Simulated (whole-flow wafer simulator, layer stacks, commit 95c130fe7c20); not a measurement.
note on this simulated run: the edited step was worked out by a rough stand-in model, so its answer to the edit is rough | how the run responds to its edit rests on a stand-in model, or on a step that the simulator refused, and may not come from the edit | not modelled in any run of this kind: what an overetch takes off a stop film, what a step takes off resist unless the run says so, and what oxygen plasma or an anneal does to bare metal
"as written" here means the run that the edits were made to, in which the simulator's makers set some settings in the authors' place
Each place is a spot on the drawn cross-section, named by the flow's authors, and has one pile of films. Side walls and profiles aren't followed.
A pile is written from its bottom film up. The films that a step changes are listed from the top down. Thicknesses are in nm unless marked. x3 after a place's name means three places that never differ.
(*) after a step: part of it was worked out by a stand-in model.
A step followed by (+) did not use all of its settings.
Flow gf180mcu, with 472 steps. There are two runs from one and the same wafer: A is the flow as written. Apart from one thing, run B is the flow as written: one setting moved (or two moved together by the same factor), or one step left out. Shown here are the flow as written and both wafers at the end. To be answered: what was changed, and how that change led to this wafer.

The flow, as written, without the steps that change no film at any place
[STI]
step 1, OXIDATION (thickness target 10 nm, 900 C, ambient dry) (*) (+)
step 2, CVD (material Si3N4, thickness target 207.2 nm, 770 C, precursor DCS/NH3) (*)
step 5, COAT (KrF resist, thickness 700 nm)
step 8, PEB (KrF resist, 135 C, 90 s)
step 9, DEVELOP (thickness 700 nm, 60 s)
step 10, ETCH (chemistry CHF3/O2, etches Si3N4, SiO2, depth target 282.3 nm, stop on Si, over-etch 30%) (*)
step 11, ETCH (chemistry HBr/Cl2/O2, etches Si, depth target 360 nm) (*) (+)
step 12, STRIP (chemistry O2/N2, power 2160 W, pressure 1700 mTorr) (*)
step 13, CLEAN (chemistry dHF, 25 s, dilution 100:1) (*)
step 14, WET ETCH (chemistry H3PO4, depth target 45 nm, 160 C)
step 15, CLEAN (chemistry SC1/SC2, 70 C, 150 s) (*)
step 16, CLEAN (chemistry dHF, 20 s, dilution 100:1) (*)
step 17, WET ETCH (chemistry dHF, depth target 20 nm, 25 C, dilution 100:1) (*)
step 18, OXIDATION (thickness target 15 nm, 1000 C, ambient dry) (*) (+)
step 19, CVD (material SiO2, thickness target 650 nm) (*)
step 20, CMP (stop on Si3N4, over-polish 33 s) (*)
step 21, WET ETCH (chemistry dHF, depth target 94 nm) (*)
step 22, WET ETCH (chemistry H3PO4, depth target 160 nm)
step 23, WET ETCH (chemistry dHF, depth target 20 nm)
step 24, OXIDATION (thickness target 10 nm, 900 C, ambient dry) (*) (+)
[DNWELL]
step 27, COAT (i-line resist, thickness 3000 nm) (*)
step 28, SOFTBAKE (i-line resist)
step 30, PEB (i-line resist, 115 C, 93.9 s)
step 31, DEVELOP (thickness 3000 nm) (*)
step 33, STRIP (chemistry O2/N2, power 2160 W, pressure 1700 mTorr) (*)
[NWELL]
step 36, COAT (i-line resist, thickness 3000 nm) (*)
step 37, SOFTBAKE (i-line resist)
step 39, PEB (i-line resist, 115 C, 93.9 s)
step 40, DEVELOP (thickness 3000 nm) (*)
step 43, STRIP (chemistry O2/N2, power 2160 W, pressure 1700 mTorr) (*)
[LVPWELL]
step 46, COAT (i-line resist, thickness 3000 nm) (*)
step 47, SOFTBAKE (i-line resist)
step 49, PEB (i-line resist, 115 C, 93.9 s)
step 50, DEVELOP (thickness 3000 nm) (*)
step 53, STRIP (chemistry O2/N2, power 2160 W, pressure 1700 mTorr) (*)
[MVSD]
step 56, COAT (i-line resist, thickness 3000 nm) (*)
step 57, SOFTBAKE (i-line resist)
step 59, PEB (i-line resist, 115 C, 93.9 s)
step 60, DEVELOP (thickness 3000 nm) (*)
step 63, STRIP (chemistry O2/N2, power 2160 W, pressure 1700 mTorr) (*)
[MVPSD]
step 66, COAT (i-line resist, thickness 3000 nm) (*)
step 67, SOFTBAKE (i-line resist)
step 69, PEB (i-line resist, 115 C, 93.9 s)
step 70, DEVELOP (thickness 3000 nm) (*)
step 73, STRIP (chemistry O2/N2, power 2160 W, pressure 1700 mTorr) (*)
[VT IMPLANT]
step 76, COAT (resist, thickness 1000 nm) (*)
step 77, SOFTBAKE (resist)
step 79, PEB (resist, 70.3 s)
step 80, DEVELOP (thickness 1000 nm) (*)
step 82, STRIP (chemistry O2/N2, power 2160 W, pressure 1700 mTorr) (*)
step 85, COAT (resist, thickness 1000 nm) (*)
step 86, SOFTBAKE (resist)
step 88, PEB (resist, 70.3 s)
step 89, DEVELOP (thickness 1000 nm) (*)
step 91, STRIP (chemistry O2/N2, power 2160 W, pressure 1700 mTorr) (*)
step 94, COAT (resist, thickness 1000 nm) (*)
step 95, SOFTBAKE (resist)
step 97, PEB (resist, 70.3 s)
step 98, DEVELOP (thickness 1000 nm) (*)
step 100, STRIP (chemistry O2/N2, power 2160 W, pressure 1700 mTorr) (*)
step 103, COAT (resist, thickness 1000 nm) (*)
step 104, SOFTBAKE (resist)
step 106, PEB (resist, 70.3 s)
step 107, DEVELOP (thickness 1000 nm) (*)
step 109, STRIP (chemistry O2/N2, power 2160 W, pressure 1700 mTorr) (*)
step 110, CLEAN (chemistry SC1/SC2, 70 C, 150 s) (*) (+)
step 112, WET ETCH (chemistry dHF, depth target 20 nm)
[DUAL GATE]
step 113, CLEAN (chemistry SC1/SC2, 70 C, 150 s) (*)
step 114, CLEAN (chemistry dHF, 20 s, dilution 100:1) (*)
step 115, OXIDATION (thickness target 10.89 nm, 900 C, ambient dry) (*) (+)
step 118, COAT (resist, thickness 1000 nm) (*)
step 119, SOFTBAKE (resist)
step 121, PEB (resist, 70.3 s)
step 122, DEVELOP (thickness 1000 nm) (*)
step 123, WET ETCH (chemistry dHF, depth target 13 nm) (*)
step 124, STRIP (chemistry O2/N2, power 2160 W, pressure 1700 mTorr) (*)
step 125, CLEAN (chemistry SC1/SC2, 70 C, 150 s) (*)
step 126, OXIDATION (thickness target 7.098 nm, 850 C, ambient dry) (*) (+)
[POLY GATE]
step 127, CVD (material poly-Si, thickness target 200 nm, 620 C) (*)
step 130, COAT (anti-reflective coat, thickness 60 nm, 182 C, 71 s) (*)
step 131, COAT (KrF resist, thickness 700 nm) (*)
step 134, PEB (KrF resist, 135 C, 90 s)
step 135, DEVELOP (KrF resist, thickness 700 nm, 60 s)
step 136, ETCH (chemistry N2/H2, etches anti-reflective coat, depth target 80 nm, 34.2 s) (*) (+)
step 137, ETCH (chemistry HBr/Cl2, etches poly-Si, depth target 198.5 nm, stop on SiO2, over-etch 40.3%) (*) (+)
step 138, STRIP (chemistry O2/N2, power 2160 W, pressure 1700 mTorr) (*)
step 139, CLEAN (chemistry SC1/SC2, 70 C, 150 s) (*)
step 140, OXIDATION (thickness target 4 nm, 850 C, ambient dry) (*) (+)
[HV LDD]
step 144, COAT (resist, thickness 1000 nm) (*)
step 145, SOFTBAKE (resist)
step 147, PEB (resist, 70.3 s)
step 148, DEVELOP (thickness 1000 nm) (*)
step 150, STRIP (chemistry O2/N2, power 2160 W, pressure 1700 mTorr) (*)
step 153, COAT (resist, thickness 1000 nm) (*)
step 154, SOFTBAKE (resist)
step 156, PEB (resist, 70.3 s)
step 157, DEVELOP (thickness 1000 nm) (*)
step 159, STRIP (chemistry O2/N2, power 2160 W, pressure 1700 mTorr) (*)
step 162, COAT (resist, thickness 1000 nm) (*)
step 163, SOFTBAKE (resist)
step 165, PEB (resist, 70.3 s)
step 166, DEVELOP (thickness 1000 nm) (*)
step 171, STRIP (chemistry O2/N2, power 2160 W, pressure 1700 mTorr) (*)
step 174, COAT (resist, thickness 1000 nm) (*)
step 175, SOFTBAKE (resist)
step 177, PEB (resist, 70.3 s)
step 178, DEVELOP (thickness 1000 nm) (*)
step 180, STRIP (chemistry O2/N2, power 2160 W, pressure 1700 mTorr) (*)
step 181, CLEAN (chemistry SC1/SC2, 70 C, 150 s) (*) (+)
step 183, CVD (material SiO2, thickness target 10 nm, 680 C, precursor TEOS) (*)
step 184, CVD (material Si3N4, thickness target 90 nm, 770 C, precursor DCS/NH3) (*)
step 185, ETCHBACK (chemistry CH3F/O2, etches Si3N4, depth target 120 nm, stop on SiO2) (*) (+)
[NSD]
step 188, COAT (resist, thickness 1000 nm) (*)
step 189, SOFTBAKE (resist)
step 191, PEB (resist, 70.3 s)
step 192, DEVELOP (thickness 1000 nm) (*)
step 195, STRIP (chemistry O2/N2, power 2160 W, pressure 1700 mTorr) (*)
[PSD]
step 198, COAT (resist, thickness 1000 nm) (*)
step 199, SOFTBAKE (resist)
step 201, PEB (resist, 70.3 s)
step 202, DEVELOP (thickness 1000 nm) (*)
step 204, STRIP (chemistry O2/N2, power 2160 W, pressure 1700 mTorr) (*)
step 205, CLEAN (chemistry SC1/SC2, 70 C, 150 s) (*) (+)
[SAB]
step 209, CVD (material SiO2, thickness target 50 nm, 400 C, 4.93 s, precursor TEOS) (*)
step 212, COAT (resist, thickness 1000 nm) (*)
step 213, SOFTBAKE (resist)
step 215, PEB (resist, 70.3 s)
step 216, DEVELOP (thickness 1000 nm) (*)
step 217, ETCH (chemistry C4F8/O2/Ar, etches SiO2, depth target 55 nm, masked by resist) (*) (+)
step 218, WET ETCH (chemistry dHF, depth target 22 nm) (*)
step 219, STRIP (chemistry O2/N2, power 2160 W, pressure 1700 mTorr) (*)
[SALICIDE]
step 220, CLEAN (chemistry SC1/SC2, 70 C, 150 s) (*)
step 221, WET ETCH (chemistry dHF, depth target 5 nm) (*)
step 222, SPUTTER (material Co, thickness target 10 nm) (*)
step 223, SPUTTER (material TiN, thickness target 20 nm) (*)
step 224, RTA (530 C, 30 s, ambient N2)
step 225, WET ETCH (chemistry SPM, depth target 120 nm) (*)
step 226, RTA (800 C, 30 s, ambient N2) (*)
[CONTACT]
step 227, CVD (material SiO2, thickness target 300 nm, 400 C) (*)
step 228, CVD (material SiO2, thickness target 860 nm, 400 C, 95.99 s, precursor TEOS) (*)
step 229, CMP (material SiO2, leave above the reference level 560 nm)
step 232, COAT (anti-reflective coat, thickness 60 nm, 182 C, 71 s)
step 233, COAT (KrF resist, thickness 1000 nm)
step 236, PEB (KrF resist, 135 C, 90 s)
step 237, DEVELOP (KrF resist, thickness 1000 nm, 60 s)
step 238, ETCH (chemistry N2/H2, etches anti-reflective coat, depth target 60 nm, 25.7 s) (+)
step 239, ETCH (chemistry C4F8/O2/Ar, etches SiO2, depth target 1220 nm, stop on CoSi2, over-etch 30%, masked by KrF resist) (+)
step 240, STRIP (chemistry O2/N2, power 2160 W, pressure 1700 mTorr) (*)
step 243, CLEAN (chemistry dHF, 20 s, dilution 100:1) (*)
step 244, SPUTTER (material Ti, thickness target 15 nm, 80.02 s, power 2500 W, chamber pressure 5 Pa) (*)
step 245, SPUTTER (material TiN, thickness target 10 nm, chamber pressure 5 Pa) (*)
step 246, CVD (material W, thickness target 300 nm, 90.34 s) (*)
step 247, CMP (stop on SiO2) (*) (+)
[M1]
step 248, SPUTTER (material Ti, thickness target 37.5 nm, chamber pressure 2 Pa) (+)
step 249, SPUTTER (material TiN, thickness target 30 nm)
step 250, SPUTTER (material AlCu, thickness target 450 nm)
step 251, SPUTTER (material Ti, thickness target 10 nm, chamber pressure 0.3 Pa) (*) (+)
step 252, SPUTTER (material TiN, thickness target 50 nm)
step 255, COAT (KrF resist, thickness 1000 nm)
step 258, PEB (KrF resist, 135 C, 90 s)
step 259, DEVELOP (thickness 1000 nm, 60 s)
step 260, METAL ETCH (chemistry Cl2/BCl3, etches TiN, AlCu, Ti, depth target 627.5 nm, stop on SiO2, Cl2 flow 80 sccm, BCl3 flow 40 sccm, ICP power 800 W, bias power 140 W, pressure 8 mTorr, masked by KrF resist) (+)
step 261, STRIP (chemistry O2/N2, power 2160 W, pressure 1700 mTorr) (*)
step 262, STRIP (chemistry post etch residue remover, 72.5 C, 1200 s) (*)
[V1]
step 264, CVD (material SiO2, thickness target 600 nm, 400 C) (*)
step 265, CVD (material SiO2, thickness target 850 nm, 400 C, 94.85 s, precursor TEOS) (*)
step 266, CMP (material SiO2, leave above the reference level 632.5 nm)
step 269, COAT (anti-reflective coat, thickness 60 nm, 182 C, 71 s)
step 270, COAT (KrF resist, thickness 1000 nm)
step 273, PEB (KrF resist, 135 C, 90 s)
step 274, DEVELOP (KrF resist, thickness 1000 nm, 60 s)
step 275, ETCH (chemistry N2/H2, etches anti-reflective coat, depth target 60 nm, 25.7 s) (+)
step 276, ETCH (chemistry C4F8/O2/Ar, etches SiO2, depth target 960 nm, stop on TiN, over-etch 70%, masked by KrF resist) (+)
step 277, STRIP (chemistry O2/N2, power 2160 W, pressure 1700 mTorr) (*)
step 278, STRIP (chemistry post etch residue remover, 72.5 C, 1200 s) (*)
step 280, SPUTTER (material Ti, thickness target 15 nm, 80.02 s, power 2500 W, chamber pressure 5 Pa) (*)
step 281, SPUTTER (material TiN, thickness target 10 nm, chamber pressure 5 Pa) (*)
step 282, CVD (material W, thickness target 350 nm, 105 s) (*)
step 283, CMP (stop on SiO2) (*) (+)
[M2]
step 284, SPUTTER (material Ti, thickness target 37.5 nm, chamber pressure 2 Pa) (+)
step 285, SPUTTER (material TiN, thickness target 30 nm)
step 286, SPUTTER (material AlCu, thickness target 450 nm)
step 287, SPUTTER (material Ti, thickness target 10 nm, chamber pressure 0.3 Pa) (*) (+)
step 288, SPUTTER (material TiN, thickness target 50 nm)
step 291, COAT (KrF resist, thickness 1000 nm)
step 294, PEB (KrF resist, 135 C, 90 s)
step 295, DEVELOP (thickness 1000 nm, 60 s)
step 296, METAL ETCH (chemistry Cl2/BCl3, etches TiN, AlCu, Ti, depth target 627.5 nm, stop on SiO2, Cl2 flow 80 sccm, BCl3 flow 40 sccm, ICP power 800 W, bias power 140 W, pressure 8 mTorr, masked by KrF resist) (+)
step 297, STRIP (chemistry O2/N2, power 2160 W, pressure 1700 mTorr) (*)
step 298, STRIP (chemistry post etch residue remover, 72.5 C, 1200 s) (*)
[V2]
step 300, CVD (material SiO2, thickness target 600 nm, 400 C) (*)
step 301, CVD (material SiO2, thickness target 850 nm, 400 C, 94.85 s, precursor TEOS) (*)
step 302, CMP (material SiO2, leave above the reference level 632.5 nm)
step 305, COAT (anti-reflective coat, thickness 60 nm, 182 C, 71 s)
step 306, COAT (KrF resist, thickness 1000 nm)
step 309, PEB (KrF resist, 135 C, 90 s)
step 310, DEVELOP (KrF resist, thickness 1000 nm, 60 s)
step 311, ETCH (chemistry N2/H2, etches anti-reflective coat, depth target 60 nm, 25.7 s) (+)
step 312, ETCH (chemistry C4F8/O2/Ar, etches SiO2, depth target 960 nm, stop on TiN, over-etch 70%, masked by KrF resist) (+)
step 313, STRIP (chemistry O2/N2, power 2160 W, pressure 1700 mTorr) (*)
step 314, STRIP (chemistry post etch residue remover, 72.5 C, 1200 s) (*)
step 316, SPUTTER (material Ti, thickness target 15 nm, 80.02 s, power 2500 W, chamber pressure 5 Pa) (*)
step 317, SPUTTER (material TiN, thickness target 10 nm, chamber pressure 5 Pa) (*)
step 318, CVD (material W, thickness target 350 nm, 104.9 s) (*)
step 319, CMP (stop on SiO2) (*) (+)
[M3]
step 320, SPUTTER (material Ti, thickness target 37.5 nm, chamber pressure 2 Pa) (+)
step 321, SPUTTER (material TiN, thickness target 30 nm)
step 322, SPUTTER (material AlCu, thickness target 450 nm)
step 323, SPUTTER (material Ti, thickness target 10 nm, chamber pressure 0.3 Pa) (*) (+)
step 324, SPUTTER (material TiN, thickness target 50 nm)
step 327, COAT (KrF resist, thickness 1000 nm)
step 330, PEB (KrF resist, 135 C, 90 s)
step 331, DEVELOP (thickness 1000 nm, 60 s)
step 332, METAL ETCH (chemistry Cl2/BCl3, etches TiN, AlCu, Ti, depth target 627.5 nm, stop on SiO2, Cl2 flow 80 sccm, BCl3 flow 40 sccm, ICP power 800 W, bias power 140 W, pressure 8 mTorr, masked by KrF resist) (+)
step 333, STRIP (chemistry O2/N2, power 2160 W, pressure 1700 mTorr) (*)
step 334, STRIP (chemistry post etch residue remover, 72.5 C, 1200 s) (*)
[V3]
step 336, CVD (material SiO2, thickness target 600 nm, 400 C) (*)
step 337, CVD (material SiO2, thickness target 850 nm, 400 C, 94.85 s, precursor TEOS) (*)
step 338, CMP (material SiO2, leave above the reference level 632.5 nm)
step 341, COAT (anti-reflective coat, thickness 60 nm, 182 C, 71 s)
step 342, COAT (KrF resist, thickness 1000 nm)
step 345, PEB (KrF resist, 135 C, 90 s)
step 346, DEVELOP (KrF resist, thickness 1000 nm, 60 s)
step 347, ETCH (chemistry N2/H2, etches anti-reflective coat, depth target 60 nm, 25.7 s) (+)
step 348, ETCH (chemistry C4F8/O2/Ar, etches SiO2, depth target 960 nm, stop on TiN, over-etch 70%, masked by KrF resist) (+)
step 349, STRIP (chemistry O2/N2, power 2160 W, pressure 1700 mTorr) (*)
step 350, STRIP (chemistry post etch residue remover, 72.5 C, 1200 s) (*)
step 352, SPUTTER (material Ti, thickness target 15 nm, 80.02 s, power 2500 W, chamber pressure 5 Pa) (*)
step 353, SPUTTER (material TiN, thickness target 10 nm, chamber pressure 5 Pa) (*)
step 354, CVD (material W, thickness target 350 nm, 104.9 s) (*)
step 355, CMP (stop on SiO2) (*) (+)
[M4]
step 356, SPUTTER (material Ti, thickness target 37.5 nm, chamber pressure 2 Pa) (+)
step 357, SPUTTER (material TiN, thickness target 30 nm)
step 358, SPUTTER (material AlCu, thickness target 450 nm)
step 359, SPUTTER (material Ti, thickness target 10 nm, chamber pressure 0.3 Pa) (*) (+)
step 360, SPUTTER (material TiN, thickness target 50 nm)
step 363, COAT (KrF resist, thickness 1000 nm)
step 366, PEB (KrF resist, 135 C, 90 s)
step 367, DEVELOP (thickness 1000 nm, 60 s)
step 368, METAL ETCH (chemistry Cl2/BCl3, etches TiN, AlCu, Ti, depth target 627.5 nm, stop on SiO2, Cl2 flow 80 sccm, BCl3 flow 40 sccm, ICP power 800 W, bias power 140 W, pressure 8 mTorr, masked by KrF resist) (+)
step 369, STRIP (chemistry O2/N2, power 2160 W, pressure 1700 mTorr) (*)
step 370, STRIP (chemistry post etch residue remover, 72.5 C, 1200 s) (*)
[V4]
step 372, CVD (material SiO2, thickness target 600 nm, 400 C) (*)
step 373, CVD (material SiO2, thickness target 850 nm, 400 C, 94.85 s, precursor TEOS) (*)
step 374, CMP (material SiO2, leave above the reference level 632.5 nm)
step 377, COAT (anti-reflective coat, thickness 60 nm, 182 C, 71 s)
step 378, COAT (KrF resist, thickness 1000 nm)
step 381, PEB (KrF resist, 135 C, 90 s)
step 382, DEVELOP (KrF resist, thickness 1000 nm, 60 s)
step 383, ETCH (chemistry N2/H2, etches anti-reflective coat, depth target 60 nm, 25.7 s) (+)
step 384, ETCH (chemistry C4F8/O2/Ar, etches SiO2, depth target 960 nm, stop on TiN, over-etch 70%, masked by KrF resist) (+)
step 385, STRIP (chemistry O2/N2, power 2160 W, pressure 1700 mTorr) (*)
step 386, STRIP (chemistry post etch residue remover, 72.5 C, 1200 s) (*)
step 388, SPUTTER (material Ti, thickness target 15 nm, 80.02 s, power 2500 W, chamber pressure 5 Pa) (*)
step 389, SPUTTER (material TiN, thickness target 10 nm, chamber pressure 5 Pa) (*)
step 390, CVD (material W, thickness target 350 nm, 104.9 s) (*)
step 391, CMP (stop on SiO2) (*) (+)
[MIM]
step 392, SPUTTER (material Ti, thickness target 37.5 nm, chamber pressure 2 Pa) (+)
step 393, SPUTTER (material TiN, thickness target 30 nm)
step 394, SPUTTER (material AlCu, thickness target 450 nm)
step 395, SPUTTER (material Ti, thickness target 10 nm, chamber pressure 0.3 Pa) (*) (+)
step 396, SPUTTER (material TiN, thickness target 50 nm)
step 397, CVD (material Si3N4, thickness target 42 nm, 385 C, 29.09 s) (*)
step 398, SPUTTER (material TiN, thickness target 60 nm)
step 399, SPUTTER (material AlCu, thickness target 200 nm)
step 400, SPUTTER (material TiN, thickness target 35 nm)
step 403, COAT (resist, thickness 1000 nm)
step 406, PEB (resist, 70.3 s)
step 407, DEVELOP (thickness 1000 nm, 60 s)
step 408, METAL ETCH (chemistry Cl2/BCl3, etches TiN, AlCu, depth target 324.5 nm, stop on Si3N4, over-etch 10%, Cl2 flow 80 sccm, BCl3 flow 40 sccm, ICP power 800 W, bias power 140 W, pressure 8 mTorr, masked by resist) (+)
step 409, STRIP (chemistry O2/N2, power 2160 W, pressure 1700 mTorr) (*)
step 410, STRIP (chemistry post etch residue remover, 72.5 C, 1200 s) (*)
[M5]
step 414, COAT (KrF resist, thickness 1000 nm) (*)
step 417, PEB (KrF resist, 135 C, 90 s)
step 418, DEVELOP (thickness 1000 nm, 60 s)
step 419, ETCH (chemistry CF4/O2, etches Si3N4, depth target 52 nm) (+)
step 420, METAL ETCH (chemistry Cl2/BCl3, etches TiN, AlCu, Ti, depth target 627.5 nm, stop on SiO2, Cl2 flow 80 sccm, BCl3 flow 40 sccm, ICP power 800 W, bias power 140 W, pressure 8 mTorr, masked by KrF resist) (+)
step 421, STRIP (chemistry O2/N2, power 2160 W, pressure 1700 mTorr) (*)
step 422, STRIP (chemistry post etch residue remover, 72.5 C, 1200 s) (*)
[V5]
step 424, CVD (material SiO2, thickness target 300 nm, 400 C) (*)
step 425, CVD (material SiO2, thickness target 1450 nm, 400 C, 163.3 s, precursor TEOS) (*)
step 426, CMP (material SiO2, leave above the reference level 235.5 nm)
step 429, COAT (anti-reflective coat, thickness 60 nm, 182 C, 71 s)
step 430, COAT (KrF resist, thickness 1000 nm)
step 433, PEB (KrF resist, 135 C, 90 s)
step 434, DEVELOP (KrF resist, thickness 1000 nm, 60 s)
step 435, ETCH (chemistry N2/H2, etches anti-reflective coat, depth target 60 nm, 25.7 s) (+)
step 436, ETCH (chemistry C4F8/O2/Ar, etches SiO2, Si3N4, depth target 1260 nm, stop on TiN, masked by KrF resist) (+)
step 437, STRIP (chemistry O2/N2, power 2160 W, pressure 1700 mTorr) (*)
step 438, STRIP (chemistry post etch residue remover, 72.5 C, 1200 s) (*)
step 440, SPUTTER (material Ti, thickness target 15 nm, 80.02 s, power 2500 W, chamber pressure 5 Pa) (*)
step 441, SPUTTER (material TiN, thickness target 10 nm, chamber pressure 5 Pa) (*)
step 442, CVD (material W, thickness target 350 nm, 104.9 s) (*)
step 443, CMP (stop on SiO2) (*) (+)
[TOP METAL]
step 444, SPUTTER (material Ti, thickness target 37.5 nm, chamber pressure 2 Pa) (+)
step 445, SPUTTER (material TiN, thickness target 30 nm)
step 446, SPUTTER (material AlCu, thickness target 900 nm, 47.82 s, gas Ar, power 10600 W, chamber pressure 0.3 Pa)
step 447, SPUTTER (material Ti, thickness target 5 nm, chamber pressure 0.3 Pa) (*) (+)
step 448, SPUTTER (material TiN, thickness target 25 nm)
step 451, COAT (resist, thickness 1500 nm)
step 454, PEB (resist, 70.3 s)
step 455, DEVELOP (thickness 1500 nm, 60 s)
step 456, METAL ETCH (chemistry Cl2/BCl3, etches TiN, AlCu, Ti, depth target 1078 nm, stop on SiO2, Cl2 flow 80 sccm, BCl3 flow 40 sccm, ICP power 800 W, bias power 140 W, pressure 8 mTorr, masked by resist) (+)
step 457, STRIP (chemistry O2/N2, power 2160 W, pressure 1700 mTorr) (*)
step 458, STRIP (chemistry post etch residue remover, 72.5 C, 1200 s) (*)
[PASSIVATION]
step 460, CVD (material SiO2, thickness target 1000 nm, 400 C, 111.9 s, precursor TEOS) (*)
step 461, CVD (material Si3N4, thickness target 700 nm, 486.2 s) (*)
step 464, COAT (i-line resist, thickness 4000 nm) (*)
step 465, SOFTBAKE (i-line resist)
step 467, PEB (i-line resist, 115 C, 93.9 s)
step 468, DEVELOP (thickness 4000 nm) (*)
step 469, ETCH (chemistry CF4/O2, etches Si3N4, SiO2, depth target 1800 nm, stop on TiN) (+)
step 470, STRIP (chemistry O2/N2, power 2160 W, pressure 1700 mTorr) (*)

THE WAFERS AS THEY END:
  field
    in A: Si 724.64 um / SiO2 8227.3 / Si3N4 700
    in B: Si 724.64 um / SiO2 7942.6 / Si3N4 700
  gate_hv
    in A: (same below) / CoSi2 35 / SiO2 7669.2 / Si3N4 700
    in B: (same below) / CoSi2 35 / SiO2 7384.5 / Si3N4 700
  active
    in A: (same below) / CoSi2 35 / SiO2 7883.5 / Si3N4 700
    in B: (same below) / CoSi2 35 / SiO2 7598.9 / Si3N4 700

What caused this: step 460, CVD: thickness target 710 nm was run, while the flow as written has thickness target 1000 nm; step 460, CVD: 79.48 s was run, where the flow has 111.9 s.

How this came from the change, step by step:
  step 460, CVD (material SiO2, thickness target 1000 nm, 400 C, 111.9 s, precursor TEOS) (*)
      field, field__w1, field__w2 and 103 more: A +1000 SiO2 | B +715.3 SiO2
      field__w8, contact, m1, m1__w1, pad, m1_nw: A +1000 SiO2 (new film) | B +715.3 SiO2 (new film)
  step 465, SOFTBAKE (i-line resist)
      gate: A +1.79 i-line resist | B -0.33 i-line resist
      ld_acc_p, ld_fp_p, ld_drift_p: A +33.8 i-line resist | B +27 i-line resist
      (also at 57 further places)
  step 469, ETCH (chemistry CF4/O2, etches Si3N4, SiO2, depth target 1800 nm, stop on TiN) (+)
      pad: A -700 Si3N4 (all of it), -1000 SiO2 (all of it) | B -700 Si3N4 (all of it), -715.3 SiO2 (all of it)
